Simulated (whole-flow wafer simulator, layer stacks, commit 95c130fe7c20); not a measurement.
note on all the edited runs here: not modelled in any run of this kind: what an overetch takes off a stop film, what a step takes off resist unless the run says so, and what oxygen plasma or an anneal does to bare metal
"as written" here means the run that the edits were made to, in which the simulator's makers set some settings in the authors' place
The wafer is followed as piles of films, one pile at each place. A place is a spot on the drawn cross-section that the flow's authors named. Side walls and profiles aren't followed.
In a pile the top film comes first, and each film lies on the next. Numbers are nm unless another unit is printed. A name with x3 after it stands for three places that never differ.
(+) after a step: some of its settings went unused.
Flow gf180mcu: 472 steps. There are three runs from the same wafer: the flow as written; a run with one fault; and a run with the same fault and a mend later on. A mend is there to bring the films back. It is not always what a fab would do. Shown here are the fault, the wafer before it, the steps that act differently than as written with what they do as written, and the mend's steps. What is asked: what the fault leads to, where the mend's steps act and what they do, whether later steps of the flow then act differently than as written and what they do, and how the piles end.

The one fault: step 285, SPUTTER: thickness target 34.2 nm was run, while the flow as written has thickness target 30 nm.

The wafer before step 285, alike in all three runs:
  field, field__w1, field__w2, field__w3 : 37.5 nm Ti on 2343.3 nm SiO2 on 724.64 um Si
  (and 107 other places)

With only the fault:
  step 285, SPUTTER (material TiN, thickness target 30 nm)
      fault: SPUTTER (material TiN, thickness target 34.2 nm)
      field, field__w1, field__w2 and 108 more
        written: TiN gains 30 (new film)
        fault: TiN gains 34.2 (new film)
  Later steps of the flow acting differently than as written (1 other step is not shown; it differs only slightly, by no more than 2% or 0.5 nm, whichever is larger):
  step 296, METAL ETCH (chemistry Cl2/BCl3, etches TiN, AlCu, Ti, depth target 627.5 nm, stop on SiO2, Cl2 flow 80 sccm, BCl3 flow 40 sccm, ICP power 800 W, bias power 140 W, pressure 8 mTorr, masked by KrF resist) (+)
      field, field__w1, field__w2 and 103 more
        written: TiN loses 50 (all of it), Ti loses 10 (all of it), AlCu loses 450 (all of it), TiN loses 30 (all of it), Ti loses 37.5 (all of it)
        fault: TiN loses 50 (all of it), Ti loses 10 (all of it), AlCu loses 450 (all of it), TiN loses 34.2 (all of it), Ti loses 37.5 (all of it)
  At field__w8, contact, m1, m1__w1, m1_nw, the piles at the end differ from the flow's by more than 2% or 0.5 nm, whichever is larger.
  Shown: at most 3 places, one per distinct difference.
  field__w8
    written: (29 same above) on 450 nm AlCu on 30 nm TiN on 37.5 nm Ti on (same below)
    fault: (29 same above) on 450 nm AlCu on 34.2 nm TiN on 37.5 nm Ti on (same below)
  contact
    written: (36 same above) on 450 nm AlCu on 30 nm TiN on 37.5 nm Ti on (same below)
    fault: (36 same above) on 450 nm AlCu on 34.2 nm TiN on 37.5 nm Ti on (same below)

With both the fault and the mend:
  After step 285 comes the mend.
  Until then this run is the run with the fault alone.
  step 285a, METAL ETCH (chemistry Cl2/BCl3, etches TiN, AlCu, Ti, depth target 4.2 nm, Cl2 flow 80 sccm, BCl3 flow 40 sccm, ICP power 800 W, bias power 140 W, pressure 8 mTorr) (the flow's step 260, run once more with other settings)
      field, field__w1, field__w2 and 108 more
        TiN loses 4.2
  Every later step of the flow that is run acts as written at every place that is followed.
  By the end, the piles equal the flow's at every place that both follow.
